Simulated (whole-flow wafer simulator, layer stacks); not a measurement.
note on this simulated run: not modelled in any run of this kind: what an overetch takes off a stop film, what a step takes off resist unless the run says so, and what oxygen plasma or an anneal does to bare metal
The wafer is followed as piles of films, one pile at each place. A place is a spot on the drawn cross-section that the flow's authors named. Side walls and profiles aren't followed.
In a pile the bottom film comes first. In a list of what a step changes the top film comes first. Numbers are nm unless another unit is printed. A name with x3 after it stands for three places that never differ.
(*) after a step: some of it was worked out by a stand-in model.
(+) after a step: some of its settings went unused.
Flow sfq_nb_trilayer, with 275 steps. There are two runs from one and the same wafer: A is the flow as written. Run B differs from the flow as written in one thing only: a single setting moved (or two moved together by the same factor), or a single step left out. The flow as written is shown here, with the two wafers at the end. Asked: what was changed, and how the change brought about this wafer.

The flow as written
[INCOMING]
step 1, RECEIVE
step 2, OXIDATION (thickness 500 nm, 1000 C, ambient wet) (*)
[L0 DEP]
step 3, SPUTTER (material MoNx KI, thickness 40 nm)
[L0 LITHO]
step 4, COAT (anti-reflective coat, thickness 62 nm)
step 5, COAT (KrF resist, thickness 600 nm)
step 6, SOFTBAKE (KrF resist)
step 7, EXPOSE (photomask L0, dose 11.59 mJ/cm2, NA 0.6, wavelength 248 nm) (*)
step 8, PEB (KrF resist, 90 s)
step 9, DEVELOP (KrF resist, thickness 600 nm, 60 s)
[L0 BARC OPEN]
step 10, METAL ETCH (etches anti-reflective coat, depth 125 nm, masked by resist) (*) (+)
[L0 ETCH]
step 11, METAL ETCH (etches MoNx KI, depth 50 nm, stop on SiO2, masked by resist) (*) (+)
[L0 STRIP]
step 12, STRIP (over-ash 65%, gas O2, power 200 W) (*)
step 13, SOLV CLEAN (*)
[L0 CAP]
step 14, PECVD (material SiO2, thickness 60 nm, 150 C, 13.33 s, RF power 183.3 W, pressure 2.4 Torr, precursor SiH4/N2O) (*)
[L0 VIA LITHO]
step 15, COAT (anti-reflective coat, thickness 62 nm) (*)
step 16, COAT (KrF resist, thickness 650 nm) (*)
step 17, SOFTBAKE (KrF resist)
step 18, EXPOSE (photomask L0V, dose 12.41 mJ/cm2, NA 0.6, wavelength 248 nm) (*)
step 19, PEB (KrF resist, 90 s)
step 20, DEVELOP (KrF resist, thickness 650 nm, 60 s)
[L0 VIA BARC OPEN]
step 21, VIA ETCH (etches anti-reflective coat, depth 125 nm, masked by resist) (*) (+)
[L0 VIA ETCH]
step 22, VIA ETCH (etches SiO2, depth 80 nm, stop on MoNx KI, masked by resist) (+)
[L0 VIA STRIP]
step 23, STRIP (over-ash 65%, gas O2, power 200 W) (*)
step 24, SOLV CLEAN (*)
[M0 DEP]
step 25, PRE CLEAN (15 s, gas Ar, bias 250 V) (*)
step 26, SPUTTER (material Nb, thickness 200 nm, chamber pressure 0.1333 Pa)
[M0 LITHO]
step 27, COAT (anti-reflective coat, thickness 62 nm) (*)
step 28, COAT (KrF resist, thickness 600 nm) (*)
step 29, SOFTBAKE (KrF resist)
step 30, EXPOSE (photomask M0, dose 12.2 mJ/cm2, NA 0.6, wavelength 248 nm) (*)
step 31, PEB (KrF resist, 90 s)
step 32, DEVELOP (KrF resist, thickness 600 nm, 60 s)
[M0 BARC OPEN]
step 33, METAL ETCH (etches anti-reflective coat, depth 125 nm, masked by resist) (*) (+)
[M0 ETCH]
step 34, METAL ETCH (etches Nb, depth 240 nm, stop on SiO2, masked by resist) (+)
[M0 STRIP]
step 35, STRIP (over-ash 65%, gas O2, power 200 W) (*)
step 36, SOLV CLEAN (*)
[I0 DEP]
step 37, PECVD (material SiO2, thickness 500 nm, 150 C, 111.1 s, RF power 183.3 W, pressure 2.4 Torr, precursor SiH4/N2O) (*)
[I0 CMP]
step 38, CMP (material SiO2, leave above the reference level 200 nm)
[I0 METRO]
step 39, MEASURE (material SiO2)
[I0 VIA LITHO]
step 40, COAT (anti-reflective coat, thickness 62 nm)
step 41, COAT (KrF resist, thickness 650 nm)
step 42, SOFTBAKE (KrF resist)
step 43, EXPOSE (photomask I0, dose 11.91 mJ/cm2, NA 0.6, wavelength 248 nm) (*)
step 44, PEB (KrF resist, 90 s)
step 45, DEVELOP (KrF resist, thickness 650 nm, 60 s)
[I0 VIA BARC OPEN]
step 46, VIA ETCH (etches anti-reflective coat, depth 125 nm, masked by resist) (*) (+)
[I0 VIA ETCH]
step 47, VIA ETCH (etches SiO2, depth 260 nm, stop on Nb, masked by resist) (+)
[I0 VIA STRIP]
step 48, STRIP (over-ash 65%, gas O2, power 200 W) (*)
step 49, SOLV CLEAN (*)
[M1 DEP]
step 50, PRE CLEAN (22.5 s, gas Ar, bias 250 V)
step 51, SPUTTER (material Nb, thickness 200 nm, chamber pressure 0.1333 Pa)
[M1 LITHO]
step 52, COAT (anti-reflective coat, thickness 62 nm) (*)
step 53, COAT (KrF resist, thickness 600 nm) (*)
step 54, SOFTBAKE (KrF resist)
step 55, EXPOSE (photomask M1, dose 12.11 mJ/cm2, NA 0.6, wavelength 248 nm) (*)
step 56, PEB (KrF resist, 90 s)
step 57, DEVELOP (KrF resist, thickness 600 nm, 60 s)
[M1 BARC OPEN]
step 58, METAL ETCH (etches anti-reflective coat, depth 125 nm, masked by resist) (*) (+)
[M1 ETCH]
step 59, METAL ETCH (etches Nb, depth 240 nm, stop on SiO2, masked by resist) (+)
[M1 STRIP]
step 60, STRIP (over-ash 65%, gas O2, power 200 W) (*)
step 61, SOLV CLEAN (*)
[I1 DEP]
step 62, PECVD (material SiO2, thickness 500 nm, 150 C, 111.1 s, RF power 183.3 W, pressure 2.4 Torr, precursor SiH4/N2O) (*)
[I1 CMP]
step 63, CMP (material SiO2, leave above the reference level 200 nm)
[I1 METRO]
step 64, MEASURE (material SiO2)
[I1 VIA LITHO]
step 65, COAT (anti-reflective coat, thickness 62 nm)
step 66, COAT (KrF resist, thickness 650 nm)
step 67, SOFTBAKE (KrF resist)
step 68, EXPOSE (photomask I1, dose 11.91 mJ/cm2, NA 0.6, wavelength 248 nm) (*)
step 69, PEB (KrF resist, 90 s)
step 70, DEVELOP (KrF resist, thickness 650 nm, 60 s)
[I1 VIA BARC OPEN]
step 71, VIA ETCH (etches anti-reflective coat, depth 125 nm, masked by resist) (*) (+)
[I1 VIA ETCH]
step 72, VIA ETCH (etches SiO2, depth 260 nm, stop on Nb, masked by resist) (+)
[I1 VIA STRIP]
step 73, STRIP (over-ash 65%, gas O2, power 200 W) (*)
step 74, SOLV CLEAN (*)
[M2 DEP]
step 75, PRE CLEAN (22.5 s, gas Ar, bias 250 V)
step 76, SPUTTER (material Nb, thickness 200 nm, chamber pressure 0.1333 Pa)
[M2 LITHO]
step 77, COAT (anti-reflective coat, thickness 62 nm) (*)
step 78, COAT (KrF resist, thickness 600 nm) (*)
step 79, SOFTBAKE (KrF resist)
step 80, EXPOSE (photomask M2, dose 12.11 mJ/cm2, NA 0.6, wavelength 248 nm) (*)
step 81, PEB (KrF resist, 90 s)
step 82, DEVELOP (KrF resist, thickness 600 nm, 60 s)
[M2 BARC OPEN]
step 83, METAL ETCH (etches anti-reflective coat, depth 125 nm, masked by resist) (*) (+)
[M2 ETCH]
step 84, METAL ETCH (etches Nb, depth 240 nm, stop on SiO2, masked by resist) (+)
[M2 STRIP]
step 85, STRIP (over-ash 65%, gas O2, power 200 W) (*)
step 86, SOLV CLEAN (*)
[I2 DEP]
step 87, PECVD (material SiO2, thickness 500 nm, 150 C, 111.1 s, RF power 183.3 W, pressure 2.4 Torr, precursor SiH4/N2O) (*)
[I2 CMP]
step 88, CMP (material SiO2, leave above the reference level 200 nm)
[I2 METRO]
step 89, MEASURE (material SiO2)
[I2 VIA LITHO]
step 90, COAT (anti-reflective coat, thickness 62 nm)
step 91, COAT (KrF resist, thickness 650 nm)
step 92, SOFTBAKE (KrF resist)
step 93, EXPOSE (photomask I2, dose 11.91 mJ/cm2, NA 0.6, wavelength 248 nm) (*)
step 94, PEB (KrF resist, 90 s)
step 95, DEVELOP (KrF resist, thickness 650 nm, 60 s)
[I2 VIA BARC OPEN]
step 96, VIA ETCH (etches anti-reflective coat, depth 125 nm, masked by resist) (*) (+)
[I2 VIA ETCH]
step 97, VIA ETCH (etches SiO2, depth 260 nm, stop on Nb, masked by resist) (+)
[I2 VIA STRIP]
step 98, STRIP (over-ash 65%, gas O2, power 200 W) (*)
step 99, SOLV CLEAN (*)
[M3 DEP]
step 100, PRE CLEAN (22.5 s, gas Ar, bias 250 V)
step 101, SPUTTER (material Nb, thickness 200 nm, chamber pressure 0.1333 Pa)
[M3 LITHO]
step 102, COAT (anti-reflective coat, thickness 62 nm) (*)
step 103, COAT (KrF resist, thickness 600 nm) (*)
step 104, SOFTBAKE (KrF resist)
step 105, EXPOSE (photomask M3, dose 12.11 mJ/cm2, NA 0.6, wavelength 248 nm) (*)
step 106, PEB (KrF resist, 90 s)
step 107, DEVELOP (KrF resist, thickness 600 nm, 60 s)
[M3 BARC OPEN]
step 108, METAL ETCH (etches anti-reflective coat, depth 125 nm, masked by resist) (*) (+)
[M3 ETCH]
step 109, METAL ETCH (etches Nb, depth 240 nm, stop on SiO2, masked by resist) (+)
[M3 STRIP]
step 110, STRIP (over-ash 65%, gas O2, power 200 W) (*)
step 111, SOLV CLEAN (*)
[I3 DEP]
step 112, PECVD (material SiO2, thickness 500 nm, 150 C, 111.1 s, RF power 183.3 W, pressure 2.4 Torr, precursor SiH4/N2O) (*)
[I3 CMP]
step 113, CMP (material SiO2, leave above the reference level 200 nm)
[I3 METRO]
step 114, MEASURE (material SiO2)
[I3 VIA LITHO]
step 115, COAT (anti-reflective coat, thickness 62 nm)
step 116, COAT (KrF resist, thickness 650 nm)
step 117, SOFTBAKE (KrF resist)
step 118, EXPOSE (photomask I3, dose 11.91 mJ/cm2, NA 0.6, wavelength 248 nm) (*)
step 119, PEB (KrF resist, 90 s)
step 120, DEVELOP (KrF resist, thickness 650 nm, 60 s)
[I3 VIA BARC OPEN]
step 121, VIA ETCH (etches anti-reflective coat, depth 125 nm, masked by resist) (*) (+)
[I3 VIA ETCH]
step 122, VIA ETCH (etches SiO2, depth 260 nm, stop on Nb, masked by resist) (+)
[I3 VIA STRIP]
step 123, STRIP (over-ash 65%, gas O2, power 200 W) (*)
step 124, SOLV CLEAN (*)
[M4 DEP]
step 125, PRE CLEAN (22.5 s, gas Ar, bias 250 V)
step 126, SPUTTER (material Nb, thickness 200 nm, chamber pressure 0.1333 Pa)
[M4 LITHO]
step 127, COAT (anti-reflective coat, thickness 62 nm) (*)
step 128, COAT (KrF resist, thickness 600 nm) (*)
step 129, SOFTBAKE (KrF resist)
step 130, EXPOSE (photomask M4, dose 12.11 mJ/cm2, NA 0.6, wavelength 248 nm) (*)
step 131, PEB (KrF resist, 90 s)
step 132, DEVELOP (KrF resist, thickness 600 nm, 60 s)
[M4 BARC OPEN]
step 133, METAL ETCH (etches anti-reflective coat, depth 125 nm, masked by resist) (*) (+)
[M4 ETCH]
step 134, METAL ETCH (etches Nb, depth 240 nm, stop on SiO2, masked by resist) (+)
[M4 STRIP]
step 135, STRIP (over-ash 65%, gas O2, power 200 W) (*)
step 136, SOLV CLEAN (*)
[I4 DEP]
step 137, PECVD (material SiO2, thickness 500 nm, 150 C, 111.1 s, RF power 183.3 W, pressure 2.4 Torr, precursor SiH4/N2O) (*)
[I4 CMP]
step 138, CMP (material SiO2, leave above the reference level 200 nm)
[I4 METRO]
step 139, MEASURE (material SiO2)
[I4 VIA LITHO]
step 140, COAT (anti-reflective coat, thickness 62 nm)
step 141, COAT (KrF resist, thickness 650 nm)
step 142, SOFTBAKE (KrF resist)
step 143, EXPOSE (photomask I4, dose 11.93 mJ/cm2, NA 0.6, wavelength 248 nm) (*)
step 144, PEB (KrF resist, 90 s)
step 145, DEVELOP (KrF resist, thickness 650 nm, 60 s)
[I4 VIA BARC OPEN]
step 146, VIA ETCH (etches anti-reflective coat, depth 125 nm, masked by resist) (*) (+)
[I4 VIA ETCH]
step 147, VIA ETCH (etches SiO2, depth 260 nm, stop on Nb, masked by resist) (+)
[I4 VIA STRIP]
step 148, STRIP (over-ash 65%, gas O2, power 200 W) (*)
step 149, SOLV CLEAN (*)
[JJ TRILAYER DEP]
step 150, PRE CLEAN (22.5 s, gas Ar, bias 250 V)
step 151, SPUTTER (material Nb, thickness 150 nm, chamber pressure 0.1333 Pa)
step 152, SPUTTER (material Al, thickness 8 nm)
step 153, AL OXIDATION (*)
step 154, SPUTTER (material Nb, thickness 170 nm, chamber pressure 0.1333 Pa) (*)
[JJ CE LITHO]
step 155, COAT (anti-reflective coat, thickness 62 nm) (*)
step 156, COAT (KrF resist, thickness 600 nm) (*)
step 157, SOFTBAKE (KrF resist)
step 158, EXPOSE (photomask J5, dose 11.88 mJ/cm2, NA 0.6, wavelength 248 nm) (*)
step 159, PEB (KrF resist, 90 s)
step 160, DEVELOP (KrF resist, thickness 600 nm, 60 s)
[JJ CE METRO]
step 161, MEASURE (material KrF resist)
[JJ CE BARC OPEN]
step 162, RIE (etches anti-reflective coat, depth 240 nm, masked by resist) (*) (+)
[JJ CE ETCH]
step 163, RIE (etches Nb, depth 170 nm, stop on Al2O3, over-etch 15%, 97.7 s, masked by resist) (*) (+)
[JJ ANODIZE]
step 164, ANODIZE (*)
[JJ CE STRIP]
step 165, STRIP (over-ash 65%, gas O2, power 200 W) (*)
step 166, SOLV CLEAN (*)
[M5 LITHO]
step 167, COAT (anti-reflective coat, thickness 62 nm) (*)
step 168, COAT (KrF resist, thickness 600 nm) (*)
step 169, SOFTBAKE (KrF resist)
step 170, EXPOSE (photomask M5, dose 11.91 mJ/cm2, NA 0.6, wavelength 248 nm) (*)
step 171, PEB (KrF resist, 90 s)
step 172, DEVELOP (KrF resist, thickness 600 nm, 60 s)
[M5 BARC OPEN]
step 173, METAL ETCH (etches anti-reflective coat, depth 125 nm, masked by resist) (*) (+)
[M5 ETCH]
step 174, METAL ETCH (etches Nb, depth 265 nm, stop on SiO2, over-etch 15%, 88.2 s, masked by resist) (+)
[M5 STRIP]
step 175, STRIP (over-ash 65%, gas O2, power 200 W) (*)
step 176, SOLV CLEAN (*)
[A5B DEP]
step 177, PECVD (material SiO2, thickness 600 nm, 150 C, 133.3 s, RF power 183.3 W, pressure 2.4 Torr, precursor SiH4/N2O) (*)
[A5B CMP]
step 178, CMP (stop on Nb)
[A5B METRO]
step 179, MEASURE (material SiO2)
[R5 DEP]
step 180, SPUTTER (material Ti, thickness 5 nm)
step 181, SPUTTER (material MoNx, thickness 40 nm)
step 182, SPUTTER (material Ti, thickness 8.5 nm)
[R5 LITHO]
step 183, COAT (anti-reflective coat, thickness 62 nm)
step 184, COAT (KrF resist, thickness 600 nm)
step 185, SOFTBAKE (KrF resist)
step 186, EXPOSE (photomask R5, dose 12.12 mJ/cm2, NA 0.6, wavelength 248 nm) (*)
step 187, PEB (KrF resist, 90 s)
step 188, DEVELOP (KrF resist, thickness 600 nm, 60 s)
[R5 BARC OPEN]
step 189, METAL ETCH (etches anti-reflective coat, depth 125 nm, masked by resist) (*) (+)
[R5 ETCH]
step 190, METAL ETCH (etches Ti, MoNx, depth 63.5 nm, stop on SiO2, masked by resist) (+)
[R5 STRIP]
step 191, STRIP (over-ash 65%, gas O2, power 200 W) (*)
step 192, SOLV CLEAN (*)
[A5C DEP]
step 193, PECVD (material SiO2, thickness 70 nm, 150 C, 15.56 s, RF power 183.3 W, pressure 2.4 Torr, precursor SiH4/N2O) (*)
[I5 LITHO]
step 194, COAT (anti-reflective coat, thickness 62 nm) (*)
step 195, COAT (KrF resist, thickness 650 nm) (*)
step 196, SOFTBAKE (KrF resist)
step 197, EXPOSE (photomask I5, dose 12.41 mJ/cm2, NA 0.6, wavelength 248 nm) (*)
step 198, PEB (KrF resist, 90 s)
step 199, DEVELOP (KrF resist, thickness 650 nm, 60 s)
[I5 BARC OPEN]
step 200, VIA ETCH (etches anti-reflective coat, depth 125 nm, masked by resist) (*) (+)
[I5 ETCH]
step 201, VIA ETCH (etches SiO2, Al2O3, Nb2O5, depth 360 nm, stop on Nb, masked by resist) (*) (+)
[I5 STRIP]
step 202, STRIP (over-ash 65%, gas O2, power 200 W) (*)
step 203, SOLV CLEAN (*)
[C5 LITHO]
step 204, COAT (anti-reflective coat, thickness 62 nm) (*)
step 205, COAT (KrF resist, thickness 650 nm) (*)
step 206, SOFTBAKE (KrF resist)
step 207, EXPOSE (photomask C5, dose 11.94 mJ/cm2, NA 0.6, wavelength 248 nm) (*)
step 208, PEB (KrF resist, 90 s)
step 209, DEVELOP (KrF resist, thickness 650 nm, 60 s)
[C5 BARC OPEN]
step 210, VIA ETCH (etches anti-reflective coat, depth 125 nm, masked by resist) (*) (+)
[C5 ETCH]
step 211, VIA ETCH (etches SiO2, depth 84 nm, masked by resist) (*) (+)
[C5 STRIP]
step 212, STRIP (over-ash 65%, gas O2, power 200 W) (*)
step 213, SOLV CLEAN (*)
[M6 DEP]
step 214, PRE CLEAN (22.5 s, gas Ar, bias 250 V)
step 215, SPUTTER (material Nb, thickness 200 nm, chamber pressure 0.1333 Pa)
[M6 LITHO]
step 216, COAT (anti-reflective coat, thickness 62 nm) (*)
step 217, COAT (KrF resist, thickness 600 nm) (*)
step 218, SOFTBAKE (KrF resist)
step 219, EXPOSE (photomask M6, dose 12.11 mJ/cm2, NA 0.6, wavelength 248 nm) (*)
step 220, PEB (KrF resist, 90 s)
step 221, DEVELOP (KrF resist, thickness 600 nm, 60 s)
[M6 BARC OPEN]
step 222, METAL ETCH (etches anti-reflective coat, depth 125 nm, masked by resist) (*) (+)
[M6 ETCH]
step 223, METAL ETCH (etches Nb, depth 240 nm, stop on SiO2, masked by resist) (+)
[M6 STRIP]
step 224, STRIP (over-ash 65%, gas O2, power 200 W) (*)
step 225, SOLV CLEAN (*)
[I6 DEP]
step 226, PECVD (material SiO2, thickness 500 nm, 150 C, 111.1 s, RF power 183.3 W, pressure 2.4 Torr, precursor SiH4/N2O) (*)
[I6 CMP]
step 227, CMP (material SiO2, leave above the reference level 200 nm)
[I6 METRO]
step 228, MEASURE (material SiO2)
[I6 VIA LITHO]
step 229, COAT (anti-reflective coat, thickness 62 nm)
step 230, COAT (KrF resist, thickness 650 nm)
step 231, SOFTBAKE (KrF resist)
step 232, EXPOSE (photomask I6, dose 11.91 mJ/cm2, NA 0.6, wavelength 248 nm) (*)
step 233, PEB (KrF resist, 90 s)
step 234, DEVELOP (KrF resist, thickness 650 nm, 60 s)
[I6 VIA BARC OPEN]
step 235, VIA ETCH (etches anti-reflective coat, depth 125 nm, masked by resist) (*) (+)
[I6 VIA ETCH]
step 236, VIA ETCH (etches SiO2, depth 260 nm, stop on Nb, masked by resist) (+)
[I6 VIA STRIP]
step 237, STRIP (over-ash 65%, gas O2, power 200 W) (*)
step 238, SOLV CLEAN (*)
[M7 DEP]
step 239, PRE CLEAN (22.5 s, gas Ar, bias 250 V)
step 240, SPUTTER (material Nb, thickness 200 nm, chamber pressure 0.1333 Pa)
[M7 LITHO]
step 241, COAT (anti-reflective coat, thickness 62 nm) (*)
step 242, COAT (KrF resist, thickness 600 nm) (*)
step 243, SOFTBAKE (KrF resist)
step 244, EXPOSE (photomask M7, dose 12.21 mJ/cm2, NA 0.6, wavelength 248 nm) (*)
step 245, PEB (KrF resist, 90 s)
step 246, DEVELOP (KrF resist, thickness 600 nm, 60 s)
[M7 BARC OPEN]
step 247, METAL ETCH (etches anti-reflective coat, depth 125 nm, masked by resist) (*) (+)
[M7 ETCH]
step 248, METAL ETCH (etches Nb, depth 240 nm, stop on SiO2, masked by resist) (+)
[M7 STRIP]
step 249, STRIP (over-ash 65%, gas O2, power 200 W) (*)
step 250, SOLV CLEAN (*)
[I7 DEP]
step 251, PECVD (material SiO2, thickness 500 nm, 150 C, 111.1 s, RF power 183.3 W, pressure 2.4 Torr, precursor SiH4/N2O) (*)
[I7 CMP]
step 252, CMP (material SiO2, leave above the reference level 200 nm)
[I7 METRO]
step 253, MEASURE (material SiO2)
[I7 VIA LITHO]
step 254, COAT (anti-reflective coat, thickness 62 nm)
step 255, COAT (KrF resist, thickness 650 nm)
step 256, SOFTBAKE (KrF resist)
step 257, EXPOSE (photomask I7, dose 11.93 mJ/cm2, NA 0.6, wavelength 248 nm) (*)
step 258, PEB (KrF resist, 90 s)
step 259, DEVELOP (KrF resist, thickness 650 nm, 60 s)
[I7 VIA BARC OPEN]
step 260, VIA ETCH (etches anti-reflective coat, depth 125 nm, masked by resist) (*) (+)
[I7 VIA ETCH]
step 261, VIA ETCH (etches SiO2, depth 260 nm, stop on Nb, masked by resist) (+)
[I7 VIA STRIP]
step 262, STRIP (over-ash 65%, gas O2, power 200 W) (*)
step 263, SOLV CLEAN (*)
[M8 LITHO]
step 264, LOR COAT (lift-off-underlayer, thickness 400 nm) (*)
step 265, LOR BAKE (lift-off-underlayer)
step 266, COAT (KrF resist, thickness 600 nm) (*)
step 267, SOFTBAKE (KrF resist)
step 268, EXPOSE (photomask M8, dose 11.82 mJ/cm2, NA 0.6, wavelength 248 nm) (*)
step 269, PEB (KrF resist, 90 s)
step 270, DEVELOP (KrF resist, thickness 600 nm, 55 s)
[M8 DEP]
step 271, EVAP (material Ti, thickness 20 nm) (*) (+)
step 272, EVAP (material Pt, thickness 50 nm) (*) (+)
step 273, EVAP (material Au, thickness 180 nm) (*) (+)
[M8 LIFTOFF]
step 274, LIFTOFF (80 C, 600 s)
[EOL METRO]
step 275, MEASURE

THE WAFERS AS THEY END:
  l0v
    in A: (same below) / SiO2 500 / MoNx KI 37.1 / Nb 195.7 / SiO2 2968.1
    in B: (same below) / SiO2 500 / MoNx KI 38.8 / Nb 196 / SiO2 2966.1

What caused this: step 22, VIA ETCH: depth 56.8 nm was run, whereas the flow has depth 80 nm.

Step by step, how the change led to this:
  step 22, VIA ETCH (etches SiO2, depth 80 nm, stop on MoNx KI, masked by resist) (+)
      l0v: A SiO2 loses 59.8 (all of it) | B SiO2 loses 56.8
      field_l, v_sur, via_wl and 102 more: A KrF resist loses 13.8 | B KrF resist loses 9.79
  step 25, PRE CLEAN (15 s, gas Ar, bias 250 V) (*)
      l0v: A MoNx KI loses 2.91 | B SiO2 loses 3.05 (all of it), MoNx KI loses 1.22
